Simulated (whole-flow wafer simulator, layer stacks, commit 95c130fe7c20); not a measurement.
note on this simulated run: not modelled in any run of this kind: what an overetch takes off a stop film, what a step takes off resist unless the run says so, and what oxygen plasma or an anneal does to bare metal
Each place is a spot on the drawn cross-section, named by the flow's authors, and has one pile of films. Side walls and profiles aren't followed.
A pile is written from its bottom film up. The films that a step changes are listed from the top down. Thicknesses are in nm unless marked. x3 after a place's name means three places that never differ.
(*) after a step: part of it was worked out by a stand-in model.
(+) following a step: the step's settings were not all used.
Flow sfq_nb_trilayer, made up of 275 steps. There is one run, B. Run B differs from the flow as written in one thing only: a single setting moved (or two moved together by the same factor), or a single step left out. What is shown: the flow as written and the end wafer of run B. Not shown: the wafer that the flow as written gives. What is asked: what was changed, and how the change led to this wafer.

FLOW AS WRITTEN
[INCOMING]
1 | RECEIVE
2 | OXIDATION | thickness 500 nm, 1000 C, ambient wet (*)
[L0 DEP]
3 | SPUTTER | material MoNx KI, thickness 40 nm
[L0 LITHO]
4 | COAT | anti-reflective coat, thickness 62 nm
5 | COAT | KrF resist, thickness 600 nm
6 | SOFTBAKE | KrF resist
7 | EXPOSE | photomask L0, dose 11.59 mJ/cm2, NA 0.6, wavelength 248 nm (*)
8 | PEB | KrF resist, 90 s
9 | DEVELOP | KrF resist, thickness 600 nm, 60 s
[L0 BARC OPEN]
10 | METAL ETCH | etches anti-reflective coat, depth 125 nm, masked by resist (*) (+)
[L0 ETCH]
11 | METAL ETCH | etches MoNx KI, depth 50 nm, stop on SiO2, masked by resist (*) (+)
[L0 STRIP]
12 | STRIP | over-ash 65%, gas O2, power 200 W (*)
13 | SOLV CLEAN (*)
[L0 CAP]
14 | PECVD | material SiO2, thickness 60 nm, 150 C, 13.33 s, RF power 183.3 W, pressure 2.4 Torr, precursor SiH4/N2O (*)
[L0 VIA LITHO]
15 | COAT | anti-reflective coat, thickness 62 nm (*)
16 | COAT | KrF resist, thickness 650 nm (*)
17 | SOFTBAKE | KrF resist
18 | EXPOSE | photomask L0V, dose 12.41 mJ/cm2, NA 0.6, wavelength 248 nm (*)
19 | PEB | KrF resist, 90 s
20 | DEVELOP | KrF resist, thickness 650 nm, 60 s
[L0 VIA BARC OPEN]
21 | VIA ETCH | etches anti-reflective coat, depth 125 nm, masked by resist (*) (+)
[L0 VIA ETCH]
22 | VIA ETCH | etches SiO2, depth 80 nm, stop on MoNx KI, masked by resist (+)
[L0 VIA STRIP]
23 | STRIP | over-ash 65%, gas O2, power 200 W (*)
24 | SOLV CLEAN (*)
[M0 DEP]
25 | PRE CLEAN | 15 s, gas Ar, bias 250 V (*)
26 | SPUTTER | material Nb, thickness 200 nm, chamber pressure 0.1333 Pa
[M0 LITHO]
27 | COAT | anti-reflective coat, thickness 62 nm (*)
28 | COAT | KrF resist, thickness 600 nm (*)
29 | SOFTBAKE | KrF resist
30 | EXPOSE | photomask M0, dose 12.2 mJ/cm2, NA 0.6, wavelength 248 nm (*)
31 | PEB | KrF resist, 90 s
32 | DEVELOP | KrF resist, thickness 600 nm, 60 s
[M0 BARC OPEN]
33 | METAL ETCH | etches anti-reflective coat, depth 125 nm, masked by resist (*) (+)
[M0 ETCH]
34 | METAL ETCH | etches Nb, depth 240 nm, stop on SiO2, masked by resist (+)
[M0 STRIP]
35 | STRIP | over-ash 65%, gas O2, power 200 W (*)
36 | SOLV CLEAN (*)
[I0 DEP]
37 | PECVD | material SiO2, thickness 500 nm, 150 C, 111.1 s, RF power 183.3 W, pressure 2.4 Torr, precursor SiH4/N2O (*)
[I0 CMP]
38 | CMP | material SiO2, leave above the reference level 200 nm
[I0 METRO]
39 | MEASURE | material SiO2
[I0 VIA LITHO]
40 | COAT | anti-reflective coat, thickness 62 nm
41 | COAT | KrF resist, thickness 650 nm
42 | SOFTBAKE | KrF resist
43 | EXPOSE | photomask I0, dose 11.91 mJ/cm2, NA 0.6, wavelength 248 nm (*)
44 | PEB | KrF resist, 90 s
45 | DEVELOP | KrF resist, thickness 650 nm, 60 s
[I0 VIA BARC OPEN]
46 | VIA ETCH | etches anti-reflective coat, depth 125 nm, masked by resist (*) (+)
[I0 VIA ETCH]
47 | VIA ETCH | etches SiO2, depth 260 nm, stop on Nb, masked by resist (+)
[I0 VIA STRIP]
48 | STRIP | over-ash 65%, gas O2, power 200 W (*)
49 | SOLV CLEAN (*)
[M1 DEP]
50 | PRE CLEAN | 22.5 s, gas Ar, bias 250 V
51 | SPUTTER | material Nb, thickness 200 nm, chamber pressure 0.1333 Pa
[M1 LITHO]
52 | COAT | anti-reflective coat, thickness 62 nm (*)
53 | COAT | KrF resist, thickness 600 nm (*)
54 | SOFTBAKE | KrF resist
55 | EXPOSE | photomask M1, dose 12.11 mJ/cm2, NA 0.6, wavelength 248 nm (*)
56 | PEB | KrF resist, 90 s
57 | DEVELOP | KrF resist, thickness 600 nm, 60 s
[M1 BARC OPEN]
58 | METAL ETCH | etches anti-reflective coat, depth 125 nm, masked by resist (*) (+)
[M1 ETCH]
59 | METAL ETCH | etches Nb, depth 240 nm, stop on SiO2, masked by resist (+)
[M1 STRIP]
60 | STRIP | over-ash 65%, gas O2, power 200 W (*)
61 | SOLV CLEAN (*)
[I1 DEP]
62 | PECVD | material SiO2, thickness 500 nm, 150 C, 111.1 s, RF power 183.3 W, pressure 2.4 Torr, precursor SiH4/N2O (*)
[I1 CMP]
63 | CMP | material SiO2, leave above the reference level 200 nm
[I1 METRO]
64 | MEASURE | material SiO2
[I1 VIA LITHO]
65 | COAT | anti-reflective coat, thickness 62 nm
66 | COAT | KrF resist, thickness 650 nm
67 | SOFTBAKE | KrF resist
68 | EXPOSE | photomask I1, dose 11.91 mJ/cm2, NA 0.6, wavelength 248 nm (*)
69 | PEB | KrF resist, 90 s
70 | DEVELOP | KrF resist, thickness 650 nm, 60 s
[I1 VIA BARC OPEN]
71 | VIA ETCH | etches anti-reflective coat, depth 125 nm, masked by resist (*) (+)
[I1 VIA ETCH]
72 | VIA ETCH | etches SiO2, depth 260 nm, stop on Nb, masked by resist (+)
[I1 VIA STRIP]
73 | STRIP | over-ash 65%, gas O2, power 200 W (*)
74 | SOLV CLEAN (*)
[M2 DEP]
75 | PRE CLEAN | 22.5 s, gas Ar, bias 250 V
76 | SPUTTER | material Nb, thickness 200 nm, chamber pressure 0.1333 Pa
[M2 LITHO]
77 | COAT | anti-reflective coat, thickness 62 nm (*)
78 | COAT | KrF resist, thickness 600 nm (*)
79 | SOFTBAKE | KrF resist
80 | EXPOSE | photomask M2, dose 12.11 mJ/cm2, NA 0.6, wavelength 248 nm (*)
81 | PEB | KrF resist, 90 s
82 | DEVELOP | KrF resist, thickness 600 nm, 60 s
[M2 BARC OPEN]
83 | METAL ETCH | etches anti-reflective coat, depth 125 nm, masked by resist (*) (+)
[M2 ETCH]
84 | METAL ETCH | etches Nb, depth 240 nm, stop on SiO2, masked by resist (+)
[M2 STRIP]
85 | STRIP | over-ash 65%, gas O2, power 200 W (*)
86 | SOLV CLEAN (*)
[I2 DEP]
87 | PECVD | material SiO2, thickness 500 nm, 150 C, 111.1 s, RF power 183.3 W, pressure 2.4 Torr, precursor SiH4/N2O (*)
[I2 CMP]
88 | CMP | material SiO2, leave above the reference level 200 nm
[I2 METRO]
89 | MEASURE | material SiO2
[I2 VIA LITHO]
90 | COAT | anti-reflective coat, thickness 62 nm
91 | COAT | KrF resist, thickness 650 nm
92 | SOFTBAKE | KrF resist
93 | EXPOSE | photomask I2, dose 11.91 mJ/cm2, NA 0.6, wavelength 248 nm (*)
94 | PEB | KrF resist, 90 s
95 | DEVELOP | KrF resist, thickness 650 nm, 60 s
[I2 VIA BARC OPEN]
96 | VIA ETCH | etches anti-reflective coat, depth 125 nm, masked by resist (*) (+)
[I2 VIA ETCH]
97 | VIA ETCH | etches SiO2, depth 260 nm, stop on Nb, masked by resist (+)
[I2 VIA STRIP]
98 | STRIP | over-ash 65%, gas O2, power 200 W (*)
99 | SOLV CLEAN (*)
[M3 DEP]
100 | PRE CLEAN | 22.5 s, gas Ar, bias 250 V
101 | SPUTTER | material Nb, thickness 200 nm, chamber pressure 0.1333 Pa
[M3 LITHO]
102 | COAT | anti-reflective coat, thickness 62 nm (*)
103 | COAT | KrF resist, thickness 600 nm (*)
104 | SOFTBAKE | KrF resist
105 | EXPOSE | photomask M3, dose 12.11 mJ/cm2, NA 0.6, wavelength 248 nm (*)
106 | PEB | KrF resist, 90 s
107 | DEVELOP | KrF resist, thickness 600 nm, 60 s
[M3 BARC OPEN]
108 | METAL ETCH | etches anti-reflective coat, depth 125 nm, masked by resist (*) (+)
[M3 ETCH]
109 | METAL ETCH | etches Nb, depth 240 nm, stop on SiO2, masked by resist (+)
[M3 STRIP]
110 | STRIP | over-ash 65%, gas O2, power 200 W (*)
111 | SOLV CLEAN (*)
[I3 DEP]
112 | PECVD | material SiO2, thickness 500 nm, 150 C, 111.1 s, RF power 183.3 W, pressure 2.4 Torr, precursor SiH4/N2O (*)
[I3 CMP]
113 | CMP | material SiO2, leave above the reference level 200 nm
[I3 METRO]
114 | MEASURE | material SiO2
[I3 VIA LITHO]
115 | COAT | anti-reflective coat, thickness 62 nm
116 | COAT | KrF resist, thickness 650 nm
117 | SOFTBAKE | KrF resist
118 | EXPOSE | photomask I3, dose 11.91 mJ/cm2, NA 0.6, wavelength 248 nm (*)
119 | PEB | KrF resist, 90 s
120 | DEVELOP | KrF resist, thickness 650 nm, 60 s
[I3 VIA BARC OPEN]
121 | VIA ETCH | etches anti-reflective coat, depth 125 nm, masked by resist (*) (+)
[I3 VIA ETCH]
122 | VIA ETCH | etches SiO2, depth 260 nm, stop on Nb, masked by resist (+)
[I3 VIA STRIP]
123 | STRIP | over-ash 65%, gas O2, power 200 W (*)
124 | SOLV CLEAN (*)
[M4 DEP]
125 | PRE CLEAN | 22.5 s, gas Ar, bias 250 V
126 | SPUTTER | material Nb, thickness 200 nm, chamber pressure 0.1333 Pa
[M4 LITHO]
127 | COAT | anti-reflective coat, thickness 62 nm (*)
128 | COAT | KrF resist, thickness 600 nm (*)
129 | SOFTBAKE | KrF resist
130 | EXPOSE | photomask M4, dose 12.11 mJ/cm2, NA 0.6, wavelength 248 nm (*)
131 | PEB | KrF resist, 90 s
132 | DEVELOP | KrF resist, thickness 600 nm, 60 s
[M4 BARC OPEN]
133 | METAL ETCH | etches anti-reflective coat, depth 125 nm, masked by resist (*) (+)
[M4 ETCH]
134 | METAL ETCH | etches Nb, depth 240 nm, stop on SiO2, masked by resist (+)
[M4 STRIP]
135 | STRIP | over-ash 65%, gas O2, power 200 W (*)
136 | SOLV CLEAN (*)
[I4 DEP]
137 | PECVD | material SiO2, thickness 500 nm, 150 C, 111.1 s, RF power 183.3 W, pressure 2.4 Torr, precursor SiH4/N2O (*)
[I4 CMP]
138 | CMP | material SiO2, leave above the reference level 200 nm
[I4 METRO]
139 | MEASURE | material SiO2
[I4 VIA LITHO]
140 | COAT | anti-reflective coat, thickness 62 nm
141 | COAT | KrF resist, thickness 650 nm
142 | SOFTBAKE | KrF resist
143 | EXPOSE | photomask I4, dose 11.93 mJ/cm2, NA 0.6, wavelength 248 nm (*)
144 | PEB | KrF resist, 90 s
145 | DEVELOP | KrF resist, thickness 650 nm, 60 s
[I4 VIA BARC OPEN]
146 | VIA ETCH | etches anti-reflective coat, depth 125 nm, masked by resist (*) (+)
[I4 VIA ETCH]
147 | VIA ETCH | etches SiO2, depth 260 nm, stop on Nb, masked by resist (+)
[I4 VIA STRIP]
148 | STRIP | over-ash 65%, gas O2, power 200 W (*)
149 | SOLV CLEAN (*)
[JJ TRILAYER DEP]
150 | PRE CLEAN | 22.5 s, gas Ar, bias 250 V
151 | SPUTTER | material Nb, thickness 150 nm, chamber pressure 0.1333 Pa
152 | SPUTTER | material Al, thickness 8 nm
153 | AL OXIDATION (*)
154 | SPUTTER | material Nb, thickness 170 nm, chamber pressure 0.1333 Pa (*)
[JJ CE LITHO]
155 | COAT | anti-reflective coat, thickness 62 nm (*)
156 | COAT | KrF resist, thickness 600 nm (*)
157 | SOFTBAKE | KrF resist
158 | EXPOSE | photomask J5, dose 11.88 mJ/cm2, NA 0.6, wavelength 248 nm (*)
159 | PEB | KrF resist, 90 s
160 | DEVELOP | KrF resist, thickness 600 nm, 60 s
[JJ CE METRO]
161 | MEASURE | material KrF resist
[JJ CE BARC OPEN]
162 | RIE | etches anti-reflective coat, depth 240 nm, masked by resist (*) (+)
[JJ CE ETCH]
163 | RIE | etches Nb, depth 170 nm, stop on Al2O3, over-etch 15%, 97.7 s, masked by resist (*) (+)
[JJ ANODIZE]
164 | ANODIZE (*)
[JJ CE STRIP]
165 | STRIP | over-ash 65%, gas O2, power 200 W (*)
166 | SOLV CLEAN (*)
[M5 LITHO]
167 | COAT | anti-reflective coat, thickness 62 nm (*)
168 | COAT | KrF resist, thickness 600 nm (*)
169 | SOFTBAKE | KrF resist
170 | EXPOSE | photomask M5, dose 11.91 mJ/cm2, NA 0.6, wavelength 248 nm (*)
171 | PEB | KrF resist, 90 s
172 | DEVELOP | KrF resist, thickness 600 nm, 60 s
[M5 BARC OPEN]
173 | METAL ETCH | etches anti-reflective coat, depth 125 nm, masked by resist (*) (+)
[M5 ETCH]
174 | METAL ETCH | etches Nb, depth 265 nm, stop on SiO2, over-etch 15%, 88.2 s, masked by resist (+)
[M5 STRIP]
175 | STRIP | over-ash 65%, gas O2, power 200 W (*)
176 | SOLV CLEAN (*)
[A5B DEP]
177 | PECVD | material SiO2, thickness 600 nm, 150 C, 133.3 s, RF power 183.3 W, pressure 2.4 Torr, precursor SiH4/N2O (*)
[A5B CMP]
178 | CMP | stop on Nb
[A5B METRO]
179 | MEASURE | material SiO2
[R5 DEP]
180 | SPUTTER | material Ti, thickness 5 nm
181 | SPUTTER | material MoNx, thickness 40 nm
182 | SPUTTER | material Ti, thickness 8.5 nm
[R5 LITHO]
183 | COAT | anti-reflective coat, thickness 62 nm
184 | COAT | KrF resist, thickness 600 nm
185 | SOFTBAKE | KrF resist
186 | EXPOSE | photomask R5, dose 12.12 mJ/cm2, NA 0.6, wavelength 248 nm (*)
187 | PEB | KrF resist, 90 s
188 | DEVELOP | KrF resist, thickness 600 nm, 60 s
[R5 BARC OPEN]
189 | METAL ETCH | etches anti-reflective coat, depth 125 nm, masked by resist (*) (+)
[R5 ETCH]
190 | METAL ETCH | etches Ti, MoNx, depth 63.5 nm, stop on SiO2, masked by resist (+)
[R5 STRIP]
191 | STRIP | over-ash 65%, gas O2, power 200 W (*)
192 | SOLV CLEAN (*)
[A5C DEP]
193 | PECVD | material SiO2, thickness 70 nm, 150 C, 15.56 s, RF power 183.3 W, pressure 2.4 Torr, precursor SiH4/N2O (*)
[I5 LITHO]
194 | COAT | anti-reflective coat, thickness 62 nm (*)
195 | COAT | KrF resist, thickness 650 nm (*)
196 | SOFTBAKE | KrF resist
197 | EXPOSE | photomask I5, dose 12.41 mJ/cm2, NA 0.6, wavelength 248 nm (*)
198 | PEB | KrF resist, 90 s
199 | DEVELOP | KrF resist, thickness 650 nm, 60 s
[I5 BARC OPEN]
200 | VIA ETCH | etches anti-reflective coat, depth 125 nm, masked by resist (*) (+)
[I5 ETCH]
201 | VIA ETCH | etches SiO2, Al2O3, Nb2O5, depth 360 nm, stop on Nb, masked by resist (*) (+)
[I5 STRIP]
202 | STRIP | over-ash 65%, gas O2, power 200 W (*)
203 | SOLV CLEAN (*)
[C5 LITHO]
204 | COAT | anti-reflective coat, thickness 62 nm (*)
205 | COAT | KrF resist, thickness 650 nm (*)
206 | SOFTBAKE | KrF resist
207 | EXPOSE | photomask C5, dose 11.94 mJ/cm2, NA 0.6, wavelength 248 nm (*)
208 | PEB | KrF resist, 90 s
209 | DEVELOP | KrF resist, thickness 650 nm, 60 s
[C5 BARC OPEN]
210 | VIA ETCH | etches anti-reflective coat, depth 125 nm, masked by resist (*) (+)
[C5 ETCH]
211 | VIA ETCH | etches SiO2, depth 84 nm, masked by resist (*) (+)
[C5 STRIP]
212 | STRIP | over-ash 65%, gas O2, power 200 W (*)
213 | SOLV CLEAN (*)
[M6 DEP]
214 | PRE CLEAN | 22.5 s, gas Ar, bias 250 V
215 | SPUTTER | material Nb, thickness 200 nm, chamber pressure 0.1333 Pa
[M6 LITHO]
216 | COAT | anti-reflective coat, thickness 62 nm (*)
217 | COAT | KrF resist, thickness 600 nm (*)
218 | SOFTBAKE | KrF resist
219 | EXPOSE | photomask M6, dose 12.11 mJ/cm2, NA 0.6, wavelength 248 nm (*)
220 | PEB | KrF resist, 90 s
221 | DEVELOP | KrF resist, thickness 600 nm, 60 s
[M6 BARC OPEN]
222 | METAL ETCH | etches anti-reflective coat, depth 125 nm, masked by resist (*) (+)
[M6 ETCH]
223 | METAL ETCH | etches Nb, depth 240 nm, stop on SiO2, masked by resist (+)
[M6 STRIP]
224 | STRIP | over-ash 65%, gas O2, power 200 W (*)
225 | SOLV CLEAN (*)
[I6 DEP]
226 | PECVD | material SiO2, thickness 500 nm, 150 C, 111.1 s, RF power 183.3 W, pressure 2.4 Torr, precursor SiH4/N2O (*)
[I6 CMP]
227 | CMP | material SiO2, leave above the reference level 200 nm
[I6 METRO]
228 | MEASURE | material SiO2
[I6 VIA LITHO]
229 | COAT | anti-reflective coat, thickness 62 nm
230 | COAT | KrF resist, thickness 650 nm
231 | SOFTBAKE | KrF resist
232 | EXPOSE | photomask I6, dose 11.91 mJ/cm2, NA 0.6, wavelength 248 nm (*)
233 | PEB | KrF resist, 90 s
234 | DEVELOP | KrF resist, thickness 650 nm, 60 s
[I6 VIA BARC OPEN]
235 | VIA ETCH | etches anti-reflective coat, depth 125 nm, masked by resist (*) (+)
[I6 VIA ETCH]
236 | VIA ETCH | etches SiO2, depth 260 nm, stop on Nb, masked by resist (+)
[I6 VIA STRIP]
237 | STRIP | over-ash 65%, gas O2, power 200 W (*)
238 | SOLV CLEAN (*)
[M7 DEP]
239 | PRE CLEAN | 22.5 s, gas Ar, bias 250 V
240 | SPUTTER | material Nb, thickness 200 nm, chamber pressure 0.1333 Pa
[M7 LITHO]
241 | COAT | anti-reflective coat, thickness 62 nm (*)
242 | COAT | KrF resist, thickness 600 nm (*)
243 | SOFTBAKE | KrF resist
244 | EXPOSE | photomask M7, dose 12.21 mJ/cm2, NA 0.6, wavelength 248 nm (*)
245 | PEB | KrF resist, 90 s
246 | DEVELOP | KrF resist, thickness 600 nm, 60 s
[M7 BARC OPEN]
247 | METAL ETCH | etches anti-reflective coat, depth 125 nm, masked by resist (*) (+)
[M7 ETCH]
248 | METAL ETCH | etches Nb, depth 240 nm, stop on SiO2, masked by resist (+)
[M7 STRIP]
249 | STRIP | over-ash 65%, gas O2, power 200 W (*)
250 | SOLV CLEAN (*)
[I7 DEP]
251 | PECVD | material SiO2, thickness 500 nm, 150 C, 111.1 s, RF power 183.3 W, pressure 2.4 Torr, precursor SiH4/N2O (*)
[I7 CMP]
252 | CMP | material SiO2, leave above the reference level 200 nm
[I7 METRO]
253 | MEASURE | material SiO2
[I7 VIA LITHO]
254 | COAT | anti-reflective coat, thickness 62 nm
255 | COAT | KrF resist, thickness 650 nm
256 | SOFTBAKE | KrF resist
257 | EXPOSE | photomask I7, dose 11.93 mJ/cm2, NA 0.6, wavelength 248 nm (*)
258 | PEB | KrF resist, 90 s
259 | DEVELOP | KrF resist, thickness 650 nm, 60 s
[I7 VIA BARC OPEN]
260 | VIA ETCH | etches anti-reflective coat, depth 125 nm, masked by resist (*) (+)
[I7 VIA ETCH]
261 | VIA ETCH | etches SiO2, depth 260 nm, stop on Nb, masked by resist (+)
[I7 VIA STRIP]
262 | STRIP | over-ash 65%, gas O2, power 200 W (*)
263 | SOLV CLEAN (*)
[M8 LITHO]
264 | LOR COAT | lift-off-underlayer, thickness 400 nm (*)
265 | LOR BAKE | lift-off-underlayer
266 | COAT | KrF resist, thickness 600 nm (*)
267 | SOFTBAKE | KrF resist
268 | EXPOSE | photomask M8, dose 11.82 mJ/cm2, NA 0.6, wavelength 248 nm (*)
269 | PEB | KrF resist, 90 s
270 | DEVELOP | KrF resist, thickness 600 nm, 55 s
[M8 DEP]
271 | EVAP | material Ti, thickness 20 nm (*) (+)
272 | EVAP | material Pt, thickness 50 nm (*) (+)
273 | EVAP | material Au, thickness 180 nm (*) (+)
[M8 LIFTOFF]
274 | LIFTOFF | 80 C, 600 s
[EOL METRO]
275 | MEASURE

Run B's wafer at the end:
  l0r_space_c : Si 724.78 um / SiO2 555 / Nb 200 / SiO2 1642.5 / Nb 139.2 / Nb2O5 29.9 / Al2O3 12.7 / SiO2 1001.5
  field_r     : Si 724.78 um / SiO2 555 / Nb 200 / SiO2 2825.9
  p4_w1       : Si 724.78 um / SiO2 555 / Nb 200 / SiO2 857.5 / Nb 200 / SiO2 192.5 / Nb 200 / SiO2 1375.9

What caused this: step 38, CMP: leave above the reference level 80 nm was run, though the flow has leave above the reference level 200 nm.

The path from the change to this, step by step:
  38 | CMP | material SiO2, leave above the reference level 200 nm
      v_sur, via_wl, via_w and 94 more: -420 SiO2 (as written it would have been: -300 SiO2)
      field_l, l0_sur, l0r_line_l, l0r_line_c, l0r_line_r: -460 SiO2 (as written it would have been: -340 SiO2)
      (also at 4 further places)
  47 | VIA ETCH | etches SiO2, depth 260 nm, stop on Nb, masked by resist (+)
      field_l, v_sur, via_wl and 102 more: -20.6 KrF resist (as written it would have been: -44.8 KrF resist)
      via_w: -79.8 SiO2 (all of it) (as written it would have been: -199.8 SiO2 (all of it))
  48 | STRIP | over-ash 65%, gas O2, power 200 W (*)
      field_l, v_sur, via_wl and 102 more: -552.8 KrF resist (all of it), -62 anti-reflective coat (all of it) (as written it would have been: -528.6 KrF resist (all of it), -62 anti-reflective coat (all of it))
  51 | SPUTTER | material Nb, thickness 200 nm, chamber pressure 0.1333 Pa
      via_w: +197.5 Nb (as written it would have been: +174.5 Nb)
  52 | COAT | anti-reflective coat, thickness 62 nm (*)
      v_sur: +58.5 anti-reflective coat (new film) (as written it would have been: +61.1 anti-reflective coat (new film))
      via_wl: +41.8 anti-reflective coat (new film) (as written it would have been: +33.8 anti-reflective coat (new film))
      (also at 2 further places)
  53 | COAT | KrF resist, thickness 600 nm (*)
      v_sur: +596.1 KrF resist (new film) (as written it would have been: +583.4 KrF resist (new film))
      via_w: +637.6 KrF resist (new film) (as written it would have been: +731.8 KrF resist (new film))
  60 | STRIP | over-ash 65%, gas O2, power 200 W (*)
      v_sur: -378.5 KrF resist (all of it), -58.5 anti-reflective coat (all of it) (as written it would have been: -365.9 KrF resist (all of it), -61.1 anti-reflective coat (all of it))
      via_wl: -392.4 KrF resist (all of it), -41.8 anti-reflective coat (all of it) (as written it would have been: -385.5 KrF resist (all of it), -33.8 anti-reflective coat (all of it))
      (also at 3 further places)
  62 | PECVD | material SiO2, thickness 500 nm, 150 C, 111.1 s, RF power 183.3 W, pressure 2.4 Torr, precursor SiH4/N2O (*)
      via_w: +500 SiO2 (new film) (as written it would have been: +606 SiO2 (new film))
  63 | CMP | material SiO2, leave above the reference level 200 nm
      via_w: -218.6 SiO2 (as written it would have been: -181.6 SiO2)
